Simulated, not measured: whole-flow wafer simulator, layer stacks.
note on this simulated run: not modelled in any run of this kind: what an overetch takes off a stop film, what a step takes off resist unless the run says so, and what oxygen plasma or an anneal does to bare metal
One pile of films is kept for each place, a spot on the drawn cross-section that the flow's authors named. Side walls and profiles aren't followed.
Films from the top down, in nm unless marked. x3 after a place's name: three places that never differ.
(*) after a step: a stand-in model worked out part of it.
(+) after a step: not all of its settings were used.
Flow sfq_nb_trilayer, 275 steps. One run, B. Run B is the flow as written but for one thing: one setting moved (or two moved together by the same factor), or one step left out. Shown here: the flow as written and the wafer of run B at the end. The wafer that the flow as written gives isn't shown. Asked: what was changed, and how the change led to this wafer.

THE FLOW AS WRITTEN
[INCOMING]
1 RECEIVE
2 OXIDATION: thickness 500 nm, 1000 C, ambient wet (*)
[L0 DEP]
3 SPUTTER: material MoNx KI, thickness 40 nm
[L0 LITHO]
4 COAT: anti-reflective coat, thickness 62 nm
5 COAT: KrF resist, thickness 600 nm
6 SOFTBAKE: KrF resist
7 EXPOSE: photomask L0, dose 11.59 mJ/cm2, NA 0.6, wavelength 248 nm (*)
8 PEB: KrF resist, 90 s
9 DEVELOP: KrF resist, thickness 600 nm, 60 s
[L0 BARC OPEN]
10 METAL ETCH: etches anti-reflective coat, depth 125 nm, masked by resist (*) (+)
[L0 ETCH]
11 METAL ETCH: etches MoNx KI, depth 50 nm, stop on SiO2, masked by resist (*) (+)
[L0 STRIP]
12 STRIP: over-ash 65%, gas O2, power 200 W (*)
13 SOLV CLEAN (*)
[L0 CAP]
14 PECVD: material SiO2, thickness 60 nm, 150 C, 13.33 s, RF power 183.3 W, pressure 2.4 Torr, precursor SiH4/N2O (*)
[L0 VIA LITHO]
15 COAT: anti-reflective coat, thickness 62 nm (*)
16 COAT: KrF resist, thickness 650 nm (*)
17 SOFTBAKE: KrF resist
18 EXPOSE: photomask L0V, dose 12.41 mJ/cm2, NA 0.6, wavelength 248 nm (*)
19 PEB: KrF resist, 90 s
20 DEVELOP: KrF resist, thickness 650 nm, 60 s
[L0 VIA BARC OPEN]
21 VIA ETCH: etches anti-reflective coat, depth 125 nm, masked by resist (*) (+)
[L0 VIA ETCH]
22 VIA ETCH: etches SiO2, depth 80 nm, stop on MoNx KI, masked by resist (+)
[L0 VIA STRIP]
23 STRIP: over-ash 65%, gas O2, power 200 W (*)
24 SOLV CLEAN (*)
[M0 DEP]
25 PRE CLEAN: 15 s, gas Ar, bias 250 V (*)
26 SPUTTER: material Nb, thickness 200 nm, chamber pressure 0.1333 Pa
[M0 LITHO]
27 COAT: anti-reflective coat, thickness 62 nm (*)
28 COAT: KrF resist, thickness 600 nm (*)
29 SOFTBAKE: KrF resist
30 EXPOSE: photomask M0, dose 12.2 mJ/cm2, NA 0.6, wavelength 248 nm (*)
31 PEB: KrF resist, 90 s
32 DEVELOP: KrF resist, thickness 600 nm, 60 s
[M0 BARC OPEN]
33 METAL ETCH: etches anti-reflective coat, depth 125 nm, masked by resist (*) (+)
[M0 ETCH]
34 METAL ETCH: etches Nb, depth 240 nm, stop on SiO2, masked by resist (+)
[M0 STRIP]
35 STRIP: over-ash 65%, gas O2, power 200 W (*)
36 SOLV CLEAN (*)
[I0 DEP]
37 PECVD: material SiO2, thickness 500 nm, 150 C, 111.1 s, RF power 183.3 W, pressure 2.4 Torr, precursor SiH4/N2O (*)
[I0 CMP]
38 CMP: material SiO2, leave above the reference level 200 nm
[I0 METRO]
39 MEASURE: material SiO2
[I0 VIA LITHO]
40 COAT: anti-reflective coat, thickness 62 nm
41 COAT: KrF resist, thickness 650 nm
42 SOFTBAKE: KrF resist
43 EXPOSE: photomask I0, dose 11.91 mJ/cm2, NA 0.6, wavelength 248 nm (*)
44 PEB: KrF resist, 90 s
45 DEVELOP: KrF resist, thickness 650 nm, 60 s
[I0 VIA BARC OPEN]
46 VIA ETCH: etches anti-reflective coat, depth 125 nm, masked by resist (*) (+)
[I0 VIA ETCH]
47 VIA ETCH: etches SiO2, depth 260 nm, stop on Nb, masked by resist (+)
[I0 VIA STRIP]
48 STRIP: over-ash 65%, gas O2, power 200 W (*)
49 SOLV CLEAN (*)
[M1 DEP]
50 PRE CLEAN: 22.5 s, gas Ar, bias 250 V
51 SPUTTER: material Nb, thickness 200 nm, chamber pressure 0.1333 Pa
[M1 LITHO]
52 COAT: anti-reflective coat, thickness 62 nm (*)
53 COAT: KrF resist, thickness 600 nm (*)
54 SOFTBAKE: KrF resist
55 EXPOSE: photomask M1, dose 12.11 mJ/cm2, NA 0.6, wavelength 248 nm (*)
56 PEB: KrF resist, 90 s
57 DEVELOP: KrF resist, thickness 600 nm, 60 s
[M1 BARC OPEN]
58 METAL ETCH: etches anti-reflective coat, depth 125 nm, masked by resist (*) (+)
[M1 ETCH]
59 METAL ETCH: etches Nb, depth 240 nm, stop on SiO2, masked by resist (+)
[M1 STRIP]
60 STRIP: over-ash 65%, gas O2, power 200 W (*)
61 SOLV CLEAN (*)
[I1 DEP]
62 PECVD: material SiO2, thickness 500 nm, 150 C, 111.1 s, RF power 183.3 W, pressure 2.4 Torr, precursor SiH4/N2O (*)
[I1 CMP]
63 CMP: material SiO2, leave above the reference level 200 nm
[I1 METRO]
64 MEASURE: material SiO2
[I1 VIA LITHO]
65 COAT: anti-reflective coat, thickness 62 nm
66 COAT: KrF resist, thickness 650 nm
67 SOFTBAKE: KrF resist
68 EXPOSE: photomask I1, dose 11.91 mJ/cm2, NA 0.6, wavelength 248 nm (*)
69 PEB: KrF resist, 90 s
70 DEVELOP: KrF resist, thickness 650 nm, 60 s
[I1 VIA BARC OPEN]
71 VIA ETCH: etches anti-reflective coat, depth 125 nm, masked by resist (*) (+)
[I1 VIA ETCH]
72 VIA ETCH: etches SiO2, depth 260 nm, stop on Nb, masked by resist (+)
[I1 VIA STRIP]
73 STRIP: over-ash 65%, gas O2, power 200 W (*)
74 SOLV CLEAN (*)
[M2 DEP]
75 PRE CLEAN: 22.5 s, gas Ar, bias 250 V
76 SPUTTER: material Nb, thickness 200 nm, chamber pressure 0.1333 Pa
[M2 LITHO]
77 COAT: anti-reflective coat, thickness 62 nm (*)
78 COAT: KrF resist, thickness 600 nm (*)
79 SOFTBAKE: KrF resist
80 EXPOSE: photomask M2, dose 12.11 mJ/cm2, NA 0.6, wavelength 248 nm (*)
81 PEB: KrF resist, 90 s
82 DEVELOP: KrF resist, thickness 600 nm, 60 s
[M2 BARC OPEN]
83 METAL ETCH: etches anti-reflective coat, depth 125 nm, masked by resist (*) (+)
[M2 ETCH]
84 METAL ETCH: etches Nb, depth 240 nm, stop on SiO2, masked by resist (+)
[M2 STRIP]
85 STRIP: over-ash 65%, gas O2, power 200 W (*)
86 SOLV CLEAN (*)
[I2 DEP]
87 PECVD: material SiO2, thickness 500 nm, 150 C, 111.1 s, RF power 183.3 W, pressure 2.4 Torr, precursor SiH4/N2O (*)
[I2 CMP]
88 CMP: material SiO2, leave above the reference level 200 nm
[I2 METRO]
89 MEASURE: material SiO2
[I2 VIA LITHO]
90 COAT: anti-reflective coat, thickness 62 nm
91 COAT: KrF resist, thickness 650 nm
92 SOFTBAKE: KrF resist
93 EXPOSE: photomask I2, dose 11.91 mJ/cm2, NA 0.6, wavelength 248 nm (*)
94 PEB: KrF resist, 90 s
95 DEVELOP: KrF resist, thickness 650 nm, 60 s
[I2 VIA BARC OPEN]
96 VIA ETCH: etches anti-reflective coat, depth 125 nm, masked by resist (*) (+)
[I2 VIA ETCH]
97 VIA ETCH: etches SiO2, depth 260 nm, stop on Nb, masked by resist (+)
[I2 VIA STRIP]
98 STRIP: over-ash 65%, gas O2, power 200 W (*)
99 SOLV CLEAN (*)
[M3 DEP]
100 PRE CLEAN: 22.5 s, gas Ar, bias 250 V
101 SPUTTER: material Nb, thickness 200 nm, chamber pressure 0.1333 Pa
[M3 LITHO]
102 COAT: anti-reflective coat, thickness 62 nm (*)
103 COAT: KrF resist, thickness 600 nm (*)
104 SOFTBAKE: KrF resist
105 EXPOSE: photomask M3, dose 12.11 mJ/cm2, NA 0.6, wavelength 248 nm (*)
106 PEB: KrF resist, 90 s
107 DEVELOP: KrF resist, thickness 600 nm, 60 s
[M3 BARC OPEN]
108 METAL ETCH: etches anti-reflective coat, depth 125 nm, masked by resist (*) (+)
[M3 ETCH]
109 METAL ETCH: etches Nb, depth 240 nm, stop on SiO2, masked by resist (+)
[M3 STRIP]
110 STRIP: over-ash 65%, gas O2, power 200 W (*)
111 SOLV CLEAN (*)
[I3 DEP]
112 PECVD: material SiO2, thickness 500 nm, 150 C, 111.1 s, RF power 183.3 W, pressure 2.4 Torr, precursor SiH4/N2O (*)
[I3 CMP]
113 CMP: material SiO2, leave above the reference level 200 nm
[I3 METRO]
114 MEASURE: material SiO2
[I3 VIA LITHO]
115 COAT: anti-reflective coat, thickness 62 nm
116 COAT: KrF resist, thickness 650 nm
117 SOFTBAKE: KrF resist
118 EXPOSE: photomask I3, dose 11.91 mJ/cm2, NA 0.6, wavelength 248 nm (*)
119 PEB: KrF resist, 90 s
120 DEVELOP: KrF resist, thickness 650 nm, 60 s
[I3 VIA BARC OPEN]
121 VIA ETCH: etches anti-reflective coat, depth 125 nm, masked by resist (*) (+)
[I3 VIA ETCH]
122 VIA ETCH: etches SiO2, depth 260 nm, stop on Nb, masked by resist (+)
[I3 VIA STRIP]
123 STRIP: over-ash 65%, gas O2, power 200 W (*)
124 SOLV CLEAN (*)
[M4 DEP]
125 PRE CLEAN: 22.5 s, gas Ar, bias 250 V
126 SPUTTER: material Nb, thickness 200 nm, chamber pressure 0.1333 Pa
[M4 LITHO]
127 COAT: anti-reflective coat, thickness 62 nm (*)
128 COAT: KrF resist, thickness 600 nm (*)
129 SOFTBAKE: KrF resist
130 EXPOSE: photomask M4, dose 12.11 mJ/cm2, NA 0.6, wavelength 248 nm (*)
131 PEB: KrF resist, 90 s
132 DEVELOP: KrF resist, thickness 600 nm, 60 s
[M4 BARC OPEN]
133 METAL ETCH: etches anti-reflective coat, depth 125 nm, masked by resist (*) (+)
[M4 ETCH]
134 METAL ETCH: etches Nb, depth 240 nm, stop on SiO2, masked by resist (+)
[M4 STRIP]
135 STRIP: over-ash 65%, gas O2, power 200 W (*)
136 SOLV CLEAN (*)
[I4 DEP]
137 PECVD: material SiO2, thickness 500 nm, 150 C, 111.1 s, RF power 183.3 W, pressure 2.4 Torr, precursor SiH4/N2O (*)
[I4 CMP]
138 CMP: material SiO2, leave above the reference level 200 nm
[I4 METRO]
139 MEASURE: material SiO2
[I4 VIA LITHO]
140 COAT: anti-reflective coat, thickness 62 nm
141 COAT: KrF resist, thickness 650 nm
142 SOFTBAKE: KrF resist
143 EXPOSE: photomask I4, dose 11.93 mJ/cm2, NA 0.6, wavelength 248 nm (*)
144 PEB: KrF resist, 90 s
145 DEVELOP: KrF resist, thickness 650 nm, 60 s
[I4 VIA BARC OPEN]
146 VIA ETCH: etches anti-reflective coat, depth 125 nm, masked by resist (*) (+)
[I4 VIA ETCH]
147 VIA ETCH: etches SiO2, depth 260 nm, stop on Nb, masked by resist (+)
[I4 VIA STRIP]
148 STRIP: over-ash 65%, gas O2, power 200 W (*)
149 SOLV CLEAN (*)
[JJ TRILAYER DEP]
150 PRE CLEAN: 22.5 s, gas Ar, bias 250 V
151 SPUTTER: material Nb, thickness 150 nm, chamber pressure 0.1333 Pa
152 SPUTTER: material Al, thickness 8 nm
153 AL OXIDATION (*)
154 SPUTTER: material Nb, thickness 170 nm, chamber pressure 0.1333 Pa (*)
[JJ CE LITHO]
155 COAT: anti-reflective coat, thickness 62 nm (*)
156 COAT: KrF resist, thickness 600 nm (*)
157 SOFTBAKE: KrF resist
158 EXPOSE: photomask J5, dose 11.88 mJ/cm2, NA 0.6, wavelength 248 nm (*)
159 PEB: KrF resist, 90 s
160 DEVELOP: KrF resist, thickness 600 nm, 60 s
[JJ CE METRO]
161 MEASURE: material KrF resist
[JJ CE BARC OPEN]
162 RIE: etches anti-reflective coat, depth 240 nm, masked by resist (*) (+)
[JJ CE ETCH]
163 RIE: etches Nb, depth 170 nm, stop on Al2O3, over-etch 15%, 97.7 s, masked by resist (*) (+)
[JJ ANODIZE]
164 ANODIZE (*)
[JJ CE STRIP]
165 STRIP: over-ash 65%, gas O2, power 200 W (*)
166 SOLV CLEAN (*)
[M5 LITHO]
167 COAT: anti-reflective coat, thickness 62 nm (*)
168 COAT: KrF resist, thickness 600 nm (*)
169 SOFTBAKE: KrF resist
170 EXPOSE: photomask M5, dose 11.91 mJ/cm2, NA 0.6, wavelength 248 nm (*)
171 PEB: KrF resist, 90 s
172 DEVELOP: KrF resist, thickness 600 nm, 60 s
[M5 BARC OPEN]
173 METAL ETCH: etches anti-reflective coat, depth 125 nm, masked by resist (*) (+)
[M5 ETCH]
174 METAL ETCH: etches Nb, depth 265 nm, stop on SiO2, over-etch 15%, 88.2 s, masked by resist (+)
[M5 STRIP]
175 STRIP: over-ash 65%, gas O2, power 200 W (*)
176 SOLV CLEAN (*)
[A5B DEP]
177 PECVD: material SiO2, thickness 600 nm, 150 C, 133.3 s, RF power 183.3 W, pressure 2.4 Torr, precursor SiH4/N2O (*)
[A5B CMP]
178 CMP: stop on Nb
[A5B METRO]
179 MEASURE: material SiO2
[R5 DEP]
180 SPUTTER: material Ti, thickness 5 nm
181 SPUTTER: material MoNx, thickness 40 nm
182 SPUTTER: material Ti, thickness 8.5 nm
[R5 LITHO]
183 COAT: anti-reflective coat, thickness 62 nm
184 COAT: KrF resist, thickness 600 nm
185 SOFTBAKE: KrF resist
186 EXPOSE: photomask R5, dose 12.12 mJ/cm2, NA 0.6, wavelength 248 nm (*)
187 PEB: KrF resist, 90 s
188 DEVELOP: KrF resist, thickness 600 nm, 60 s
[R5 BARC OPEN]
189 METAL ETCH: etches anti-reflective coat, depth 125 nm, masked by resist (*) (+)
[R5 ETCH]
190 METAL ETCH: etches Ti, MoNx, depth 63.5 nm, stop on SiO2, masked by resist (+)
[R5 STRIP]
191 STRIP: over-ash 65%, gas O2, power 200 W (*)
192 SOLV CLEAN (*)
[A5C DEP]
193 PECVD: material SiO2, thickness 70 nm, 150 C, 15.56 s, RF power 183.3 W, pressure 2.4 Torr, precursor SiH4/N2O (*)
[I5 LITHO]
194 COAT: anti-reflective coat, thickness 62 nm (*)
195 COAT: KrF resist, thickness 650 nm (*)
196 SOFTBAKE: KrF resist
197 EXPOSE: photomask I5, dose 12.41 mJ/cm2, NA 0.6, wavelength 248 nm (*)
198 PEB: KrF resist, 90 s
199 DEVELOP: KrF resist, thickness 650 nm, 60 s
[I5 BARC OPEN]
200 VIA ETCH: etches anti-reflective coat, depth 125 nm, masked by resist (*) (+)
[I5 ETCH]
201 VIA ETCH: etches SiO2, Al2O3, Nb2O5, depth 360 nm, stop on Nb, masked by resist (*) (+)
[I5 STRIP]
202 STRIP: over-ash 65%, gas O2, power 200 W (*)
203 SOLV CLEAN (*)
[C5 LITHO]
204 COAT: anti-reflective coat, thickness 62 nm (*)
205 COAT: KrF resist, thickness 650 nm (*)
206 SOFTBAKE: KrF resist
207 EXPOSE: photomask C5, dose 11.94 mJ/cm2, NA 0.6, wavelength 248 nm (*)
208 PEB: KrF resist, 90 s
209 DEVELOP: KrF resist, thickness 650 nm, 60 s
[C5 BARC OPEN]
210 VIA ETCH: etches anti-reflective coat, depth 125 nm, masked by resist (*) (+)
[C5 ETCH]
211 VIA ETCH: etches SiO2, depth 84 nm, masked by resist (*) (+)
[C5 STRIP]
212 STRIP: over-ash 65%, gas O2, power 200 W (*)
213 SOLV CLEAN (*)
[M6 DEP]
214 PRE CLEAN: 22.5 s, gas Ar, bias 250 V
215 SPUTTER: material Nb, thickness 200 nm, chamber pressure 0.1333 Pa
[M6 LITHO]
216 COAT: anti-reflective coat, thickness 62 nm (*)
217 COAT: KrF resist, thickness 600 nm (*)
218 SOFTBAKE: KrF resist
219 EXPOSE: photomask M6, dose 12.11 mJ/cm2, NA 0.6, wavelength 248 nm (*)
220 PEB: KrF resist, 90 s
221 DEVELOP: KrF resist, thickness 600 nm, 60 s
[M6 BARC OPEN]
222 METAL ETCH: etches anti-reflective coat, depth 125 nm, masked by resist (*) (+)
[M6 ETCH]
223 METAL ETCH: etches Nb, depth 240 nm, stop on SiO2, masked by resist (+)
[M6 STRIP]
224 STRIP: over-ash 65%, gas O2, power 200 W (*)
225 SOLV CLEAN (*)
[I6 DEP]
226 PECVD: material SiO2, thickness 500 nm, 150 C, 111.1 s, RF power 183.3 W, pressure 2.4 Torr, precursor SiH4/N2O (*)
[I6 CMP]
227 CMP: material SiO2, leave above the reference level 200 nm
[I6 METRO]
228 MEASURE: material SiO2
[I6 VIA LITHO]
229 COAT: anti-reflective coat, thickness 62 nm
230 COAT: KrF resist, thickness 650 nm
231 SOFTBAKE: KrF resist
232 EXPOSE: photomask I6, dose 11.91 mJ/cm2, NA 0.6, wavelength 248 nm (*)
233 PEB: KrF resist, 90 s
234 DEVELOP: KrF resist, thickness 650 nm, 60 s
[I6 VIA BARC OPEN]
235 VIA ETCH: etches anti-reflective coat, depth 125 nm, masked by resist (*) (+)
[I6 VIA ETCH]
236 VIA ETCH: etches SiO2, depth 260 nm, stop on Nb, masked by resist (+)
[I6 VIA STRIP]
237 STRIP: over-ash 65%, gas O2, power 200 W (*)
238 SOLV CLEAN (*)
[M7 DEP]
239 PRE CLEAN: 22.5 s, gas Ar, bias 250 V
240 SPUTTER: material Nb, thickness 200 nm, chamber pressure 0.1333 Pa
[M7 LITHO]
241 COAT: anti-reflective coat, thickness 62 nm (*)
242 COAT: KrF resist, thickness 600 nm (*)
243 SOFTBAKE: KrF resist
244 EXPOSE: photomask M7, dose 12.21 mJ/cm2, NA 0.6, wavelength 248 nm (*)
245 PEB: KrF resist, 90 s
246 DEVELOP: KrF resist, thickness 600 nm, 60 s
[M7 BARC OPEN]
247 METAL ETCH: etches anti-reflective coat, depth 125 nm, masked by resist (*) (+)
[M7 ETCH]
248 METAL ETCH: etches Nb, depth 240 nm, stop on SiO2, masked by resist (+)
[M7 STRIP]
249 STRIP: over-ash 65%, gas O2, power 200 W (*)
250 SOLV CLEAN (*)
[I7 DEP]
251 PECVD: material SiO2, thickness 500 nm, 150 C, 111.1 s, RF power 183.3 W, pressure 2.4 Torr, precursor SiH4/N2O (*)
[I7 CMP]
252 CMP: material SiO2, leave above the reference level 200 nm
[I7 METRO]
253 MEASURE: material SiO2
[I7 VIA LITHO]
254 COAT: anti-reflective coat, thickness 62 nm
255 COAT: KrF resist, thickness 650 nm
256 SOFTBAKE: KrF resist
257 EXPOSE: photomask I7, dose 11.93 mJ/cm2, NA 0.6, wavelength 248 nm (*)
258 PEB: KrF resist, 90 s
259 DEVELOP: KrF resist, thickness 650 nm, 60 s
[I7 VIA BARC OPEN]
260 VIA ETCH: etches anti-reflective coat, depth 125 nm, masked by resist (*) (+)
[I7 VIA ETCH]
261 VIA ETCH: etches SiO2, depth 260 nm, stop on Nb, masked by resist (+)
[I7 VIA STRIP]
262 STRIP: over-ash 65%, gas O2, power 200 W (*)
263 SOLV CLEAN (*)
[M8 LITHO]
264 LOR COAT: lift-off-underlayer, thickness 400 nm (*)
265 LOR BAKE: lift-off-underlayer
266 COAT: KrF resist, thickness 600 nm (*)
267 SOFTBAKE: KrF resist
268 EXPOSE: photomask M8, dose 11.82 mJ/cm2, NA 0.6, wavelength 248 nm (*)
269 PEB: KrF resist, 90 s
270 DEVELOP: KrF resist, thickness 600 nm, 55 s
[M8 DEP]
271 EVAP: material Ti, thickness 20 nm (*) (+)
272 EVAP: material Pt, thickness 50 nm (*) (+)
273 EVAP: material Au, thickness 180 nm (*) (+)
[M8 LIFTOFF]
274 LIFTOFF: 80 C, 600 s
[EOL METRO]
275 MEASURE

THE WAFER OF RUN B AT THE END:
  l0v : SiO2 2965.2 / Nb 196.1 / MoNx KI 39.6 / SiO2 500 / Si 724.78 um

The cause: step 22, VIA ETCH: depth 55.52 nm was run, where the flow has depth 80 nm.

How the change led to this, step by step:
  22 VIA ETCH: etches SiO2, depth 80 nm, stop on MoNx KI, masked by resist (+)
      l0v: SiO2 -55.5 (as written it would be: SiO2 -59.8 (all of it))
      field_l, v_sur, via_wl and 102 more: KrF resist -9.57 (as written it would be: KrF resist -13.8)
  25 PRE CLEAN: 15 s, gas Ar, bias 250 V (*)
      l0v: SiO2 -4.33 (all of it), MoNx KI -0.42 (as written it would be: MoNx KI -2.91)
